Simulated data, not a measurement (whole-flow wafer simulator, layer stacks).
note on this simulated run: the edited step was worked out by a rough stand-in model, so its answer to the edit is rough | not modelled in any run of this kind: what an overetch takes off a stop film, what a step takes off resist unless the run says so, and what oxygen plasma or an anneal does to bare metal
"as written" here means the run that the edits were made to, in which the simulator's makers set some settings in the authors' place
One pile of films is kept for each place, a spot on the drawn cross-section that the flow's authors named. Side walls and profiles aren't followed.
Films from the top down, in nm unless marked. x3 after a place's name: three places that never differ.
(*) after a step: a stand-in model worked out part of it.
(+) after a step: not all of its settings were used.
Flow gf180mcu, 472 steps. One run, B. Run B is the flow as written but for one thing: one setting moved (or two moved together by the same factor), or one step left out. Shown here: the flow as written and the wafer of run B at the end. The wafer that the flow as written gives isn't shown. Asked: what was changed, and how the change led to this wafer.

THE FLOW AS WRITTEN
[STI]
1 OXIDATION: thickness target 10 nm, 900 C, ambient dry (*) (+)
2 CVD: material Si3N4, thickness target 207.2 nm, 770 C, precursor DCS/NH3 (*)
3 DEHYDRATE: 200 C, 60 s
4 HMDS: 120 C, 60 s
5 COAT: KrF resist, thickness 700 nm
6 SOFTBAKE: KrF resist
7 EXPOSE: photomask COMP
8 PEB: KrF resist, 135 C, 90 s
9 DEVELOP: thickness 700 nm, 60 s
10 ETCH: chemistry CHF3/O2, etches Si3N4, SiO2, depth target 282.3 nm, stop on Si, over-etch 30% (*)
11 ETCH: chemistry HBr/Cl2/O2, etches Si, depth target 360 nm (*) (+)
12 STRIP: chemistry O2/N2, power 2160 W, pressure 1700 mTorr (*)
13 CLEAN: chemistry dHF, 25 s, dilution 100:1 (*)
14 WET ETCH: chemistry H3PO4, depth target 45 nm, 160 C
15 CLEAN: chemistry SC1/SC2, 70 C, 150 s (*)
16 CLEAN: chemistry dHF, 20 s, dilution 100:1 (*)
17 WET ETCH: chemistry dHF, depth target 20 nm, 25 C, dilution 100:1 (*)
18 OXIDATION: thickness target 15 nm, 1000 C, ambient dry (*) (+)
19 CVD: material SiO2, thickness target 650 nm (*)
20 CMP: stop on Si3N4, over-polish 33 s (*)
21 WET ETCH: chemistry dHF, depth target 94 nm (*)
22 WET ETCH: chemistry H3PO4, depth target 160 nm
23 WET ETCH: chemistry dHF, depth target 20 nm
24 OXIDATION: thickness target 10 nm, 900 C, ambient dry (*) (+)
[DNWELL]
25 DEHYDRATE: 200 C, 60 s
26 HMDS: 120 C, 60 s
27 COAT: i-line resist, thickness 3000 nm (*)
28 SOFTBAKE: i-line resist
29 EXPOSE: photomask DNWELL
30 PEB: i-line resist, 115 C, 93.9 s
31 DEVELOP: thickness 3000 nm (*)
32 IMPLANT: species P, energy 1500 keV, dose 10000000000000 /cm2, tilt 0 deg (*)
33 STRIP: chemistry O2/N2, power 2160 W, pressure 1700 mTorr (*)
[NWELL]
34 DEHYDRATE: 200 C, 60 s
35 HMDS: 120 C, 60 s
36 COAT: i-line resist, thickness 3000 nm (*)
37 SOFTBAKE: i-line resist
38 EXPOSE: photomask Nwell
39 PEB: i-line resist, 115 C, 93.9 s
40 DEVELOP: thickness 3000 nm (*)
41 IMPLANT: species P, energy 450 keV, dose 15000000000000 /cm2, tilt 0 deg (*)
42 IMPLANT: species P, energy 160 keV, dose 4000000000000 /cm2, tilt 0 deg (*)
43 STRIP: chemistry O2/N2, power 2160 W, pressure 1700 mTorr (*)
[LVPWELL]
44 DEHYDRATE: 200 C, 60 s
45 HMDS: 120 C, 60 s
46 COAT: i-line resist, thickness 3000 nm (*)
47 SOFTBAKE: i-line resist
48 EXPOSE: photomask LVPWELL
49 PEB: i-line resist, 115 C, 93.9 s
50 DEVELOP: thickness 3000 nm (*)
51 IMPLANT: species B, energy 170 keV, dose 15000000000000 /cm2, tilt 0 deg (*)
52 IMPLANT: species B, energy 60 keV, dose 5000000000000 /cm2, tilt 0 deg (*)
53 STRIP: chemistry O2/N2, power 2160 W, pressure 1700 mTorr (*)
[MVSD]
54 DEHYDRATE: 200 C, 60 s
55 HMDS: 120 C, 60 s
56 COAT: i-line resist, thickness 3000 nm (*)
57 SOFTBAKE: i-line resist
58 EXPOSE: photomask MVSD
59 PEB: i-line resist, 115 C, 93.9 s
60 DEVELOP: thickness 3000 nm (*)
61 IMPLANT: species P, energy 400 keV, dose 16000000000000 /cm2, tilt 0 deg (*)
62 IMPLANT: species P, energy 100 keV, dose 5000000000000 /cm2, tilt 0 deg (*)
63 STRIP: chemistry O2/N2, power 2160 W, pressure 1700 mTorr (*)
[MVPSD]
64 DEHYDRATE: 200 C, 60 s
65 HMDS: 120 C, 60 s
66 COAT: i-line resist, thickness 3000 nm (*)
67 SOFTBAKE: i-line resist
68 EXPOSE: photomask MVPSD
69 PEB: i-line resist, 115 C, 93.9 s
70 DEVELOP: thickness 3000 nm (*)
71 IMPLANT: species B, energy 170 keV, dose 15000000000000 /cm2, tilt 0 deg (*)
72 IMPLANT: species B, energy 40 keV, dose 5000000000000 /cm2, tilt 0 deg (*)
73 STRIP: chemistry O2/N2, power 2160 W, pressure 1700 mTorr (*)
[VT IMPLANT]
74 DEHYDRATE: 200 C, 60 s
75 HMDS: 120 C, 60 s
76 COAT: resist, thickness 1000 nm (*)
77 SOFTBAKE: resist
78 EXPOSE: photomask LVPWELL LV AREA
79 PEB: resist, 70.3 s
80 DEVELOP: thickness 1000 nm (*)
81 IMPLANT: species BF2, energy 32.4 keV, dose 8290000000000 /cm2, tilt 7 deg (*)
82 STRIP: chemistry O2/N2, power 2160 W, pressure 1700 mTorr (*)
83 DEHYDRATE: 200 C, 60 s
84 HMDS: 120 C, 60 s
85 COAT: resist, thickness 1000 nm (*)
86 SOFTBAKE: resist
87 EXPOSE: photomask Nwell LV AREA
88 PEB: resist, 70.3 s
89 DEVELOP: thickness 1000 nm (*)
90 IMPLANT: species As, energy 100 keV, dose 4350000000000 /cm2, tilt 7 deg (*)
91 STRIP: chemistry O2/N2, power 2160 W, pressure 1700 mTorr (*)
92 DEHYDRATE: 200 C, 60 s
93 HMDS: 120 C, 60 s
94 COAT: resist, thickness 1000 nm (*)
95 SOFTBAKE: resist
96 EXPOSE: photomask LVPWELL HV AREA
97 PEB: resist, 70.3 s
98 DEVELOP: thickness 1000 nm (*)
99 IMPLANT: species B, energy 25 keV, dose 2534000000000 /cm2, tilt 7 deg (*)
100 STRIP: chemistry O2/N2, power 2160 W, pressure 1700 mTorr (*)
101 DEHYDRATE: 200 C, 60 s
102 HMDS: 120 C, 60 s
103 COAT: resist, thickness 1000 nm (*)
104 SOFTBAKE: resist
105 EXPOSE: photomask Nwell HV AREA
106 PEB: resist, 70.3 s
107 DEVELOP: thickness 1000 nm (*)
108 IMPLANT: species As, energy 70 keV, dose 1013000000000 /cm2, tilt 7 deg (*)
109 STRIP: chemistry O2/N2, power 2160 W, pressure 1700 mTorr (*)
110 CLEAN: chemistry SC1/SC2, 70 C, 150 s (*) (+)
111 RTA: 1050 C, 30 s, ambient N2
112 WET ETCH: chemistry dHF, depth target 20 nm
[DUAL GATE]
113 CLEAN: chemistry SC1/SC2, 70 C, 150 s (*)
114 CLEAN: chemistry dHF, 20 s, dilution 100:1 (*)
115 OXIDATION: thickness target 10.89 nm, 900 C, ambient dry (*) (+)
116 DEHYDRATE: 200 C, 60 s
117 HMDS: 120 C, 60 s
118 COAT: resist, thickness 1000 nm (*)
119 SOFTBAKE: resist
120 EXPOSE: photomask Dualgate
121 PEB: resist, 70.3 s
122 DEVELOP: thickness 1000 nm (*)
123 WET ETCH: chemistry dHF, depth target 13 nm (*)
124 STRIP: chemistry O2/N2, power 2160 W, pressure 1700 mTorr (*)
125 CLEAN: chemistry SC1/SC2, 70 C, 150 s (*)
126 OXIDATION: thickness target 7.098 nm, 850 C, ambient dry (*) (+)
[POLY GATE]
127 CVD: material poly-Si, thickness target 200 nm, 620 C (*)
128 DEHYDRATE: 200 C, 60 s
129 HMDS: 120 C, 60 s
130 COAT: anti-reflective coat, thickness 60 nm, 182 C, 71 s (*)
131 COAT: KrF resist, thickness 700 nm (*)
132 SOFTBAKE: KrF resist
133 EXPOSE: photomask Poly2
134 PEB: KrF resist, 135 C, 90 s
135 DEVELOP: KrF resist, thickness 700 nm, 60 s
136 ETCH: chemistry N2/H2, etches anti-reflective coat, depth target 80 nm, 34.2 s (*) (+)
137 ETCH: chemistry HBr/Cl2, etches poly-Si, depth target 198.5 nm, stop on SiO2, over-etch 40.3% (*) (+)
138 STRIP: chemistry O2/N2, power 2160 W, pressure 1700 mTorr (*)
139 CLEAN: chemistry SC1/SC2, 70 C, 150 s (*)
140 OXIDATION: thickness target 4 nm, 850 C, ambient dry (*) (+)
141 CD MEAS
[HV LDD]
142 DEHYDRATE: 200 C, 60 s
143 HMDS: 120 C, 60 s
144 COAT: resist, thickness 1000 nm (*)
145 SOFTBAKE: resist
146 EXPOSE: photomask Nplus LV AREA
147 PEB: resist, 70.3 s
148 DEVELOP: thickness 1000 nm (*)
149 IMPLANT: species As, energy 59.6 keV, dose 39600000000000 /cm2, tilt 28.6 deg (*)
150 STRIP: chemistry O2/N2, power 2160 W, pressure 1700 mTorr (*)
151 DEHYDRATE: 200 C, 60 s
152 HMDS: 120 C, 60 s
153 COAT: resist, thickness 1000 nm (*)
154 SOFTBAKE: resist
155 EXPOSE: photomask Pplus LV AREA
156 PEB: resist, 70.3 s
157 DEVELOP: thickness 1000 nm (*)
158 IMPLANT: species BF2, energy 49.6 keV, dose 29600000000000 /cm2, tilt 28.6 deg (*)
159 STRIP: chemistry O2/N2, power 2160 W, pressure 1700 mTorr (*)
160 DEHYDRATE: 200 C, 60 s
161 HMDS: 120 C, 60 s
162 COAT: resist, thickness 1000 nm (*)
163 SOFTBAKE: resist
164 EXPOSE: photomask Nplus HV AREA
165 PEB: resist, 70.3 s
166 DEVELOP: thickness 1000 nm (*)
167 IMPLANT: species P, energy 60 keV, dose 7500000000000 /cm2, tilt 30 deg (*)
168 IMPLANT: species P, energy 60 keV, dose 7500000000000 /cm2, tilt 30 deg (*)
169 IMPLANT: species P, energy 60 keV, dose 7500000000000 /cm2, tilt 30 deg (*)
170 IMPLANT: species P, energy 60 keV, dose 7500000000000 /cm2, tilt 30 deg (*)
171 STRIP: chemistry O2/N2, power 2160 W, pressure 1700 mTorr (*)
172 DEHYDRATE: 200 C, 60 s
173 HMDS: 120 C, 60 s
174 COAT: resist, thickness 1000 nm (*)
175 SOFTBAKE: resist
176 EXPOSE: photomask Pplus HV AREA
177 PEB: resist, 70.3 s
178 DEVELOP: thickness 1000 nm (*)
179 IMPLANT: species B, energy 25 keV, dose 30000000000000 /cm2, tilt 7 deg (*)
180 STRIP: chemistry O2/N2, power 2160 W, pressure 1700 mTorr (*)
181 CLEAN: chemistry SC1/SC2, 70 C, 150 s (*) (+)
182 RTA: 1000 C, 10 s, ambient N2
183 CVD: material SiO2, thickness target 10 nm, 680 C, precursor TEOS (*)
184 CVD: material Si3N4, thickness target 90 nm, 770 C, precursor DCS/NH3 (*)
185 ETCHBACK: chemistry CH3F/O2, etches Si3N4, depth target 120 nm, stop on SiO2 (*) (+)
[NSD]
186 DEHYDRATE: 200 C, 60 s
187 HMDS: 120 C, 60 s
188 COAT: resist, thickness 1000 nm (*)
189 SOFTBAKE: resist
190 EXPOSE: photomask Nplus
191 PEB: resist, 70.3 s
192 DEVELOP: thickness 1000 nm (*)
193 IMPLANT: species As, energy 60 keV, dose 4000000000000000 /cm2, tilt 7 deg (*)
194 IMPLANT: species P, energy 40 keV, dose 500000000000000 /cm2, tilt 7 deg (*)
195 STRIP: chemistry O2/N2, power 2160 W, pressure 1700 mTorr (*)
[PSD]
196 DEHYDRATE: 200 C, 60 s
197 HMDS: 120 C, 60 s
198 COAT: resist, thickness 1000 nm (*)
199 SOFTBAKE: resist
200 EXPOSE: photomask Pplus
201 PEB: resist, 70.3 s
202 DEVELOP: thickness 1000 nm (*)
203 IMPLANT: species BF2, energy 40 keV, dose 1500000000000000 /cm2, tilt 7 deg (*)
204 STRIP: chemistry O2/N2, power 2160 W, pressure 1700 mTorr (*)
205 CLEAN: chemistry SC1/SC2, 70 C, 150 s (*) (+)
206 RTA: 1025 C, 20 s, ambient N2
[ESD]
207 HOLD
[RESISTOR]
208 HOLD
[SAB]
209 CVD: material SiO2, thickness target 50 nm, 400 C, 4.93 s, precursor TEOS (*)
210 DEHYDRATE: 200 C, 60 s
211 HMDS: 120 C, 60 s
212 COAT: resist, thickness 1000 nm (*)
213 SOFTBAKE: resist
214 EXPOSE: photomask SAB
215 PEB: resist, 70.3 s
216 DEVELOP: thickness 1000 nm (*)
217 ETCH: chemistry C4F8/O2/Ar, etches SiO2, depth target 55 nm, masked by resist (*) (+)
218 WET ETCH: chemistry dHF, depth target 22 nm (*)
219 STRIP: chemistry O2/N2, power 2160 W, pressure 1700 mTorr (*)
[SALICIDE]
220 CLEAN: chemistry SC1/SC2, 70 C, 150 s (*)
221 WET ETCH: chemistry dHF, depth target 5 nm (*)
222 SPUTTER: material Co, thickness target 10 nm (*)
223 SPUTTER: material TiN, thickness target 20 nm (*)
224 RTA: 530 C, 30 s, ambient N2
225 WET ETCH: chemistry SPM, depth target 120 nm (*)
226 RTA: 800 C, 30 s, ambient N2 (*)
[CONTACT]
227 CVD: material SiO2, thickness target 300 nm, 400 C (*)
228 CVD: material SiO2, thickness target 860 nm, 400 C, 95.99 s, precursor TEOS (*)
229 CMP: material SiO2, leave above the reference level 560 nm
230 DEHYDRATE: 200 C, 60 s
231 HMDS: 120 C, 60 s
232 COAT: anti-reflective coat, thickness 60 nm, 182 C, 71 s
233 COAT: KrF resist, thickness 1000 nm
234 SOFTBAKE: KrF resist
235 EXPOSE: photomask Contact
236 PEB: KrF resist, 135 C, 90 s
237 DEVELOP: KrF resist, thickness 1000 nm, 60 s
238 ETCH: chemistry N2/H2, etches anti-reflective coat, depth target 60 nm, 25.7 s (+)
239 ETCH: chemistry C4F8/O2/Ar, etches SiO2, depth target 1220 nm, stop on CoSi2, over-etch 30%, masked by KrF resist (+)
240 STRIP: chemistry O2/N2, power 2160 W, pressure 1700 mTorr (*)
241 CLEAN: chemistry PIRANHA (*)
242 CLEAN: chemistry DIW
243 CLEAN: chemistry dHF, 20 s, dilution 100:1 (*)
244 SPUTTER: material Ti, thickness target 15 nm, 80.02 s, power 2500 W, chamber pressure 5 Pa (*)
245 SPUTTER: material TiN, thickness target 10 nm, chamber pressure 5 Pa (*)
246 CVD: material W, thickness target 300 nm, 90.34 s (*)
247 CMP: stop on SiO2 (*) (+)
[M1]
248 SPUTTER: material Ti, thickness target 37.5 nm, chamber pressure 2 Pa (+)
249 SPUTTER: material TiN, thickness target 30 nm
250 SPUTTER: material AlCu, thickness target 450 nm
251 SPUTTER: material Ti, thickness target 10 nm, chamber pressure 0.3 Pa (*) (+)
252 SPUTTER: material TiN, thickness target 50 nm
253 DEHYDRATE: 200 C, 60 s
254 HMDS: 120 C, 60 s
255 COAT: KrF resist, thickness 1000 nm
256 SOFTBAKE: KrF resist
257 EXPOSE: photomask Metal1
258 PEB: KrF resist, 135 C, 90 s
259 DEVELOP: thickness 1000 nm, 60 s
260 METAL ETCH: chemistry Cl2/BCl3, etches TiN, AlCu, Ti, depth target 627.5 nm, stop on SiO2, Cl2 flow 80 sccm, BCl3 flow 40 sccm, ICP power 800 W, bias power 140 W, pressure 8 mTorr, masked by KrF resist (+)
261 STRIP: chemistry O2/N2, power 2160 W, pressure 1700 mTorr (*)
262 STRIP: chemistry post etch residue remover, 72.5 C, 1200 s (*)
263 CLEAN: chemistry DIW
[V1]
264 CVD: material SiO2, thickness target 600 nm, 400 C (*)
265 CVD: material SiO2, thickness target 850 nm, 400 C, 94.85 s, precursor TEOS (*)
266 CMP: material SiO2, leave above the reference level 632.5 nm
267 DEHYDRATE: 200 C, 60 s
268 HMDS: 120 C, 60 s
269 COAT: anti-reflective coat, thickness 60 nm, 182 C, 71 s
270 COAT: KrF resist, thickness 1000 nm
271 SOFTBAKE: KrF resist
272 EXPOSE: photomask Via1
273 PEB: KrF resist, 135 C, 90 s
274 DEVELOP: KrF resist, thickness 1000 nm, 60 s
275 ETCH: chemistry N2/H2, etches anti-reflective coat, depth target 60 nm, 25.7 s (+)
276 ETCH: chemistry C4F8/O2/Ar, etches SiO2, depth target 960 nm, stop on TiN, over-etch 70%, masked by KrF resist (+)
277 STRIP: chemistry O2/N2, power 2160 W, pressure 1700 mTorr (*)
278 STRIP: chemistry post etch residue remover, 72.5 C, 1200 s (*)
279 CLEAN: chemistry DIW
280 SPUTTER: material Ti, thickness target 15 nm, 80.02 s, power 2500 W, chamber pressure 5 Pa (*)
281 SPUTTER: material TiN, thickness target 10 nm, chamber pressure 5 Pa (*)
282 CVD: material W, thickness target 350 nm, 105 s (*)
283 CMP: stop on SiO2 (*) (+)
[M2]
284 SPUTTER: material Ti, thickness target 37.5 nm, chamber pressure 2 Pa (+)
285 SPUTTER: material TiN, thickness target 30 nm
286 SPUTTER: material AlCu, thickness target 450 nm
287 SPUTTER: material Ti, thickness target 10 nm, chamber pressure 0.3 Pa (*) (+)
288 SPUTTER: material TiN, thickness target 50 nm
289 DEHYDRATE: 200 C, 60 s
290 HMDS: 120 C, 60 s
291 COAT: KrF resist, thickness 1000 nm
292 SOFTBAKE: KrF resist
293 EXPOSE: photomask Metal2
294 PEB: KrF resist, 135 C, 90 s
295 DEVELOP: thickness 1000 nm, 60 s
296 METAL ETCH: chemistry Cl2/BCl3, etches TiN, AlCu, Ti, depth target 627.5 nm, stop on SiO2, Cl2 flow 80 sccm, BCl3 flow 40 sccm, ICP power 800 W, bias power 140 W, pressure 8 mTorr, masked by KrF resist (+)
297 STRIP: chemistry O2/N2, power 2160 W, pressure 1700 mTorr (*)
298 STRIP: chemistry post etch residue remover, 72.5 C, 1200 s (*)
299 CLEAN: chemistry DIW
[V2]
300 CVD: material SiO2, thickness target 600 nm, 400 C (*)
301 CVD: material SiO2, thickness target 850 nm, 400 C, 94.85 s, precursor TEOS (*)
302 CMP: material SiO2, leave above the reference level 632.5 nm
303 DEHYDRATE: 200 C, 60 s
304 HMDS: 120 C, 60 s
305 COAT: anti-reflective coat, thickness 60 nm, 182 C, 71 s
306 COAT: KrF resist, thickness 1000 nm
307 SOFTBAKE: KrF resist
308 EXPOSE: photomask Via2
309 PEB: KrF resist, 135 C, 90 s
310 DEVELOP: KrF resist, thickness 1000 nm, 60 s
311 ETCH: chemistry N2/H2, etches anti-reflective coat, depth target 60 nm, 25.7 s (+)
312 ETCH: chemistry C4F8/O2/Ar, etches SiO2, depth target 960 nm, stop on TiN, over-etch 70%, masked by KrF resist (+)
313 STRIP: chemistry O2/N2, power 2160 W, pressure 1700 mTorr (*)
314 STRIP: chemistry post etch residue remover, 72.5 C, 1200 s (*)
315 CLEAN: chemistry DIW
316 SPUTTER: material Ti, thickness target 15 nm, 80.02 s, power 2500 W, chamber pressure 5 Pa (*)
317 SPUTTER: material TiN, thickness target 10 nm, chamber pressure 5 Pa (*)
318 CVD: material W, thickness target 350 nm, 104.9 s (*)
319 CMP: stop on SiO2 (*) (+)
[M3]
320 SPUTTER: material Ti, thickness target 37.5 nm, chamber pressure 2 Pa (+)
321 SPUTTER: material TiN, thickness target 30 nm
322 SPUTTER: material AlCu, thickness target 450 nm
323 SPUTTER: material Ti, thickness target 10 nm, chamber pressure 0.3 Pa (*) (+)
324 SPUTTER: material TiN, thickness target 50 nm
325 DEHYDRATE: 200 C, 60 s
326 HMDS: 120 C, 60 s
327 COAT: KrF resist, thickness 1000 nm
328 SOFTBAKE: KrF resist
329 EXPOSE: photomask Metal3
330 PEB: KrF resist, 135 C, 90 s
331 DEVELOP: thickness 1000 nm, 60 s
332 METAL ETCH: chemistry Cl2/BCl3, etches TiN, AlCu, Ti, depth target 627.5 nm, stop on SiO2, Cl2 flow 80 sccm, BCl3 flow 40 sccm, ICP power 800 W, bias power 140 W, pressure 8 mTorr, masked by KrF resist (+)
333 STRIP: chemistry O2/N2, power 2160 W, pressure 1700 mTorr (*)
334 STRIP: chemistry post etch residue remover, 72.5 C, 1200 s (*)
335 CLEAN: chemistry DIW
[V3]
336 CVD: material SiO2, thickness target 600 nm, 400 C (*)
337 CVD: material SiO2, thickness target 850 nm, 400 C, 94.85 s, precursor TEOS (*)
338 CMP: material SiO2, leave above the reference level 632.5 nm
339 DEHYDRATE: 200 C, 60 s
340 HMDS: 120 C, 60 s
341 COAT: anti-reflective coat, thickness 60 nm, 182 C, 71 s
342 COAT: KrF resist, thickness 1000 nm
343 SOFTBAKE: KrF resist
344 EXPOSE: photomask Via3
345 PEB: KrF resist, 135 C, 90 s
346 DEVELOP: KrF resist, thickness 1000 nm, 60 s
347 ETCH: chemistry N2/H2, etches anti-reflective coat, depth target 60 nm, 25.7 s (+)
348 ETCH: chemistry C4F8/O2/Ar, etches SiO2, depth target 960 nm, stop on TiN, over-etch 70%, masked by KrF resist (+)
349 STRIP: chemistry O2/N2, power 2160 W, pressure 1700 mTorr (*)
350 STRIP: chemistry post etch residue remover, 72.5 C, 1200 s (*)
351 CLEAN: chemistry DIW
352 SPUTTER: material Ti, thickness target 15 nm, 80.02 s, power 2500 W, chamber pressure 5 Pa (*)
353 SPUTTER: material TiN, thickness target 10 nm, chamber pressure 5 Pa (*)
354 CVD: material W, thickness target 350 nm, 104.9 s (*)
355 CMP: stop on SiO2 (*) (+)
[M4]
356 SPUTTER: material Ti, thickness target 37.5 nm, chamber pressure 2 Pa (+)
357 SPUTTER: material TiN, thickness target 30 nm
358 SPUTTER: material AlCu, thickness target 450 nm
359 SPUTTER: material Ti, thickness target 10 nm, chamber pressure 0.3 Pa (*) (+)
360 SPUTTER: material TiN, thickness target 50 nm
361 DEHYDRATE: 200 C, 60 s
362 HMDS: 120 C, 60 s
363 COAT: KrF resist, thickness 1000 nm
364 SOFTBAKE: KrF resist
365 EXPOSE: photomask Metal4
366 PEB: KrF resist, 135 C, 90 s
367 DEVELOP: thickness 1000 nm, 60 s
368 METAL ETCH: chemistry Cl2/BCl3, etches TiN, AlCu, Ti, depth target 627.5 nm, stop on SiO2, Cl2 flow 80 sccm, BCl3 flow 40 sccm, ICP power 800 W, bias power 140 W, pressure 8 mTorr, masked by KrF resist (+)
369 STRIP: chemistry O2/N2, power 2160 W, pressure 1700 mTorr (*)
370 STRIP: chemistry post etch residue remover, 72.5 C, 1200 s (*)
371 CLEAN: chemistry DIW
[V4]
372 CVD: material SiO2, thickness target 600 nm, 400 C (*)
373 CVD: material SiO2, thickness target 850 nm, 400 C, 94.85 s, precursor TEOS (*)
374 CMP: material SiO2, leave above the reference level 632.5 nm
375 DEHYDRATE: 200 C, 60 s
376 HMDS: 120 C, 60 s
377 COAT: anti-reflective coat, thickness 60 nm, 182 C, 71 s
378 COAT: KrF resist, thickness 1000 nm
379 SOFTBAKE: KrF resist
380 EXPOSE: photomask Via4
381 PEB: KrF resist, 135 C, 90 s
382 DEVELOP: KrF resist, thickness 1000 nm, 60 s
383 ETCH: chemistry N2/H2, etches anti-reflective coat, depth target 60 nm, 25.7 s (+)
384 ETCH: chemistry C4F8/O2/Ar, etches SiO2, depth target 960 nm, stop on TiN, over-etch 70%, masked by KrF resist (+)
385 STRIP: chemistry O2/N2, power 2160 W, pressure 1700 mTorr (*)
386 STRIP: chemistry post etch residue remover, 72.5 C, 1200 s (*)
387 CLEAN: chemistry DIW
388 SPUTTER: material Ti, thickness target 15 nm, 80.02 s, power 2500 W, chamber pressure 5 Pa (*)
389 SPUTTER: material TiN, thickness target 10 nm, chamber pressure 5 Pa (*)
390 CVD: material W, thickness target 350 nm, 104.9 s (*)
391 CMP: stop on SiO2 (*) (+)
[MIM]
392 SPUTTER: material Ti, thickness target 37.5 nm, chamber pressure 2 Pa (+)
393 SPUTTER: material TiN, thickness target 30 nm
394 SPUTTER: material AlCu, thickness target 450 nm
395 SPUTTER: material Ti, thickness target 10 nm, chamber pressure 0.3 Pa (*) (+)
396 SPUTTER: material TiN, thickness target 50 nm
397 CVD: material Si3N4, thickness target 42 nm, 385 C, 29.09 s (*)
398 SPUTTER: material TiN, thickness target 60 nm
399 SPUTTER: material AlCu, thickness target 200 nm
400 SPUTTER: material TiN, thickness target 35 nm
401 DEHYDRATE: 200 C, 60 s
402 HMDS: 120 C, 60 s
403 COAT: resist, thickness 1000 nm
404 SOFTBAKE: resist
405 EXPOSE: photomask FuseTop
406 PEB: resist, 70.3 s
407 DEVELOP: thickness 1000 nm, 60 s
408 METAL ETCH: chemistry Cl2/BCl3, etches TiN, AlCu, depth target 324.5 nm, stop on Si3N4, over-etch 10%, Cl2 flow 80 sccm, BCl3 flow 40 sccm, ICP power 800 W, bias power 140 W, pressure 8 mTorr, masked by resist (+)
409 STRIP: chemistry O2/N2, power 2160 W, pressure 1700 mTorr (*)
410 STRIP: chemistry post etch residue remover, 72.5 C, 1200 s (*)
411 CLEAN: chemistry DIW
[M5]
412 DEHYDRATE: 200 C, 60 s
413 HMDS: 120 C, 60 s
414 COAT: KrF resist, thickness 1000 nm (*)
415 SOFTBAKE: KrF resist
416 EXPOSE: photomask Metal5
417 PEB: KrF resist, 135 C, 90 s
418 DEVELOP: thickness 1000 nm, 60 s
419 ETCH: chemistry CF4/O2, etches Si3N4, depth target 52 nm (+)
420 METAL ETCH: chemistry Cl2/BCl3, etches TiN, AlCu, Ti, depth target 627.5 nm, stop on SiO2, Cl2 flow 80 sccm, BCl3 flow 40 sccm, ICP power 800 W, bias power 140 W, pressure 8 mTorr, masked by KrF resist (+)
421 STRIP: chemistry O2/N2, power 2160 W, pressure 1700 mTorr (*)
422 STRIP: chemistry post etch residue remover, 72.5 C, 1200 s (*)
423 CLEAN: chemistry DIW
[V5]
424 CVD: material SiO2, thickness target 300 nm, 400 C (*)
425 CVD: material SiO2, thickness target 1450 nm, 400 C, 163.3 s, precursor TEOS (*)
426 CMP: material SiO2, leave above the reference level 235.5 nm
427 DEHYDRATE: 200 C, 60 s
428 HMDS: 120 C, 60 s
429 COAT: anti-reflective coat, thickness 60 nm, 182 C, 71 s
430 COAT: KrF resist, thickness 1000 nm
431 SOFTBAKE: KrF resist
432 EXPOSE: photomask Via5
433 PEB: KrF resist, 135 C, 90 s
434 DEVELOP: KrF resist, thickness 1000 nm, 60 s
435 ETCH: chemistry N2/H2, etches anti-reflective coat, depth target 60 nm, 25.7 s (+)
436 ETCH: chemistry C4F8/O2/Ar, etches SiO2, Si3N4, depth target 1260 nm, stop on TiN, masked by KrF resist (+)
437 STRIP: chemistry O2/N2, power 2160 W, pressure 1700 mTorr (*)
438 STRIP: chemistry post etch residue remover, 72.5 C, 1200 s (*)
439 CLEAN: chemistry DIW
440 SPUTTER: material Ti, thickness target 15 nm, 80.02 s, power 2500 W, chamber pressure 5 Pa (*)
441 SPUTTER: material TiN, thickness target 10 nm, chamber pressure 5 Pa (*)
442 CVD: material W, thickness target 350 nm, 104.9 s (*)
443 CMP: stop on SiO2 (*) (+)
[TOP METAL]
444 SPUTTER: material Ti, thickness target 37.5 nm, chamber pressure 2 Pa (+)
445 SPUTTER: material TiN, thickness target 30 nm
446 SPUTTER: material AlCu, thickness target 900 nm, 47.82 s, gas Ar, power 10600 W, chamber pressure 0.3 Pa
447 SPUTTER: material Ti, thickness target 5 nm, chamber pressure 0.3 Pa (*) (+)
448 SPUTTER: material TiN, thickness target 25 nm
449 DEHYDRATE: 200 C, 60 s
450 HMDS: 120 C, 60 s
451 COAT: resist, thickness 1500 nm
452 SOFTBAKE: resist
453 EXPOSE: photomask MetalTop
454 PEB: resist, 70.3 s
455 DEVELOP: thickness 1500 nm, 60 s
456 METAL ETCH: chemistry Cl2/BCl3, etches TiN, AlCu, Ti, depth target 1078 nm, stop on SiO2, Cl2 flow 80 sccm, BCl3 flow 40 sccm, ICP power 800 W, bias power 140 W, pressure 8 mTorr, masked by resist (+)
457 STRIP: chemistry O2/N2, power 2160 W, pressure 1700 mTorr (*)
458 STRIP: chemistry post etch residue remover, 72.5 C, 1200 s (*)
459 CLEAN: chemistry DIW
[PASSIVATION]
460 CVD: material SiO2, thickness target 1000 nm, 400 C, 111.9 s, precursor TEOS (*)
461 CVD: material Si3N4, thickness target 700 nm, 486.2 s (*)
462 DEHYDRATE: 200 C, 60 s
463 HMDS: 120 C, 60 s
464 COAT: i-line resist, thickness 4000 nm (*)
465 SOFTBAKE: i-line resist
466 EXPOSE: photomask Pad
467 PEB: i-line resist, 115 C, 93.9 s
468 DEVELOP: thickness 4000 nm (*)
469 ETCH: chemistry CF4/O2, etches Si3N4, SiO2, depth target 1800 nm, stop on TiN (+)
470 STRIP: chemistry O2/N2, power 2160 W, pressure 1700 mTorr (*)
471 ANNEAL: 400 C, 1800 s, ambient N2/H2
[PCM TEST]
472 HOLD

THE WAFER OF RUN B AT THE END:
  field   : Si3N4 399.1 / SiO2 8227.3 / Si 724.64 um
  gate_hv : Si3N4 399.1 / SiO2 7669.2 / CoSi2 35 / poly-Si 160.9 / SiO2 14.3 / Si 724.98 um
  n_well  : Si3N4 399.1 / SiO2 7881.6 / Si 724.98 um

The cause: step 461, CVD: thickness target 399 nm was run, where the flow has thickness target 700 nm; step 461, CVD: 277.1 s was run, where the flow has 486.2 s.

How the change led to this, step by step:
  461 CVD: material Si3N4, thickness target 700 nm, 486.2 s (*)
      field, field__w1, field__w2 and 109 more: Si3N4 +399.1 (new film) (as written it would be: Si3N4 +700 (new film))
  465 SOFTBAKE: i-line resist
      field__w11, field__w13: i-line resist +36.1 (as written it would be: i-line resist +37.6)
      ld_acc_p, ld_fp_p: i-line resist +32.2 (as written it would be: i-line resist +33.8)
      (and at 55 more places)
  469 ETCH: chemistry CF4/O2, etches Si3N4, SiO2, depth target 1800 nm, stop on TiN (+)
      pad: Si3N4 -399.1 (all of it), SiO2 -1000 (all of it) (as written it would be: Si3N4 -700 (all of it), SiO2 -1000 (all of it))
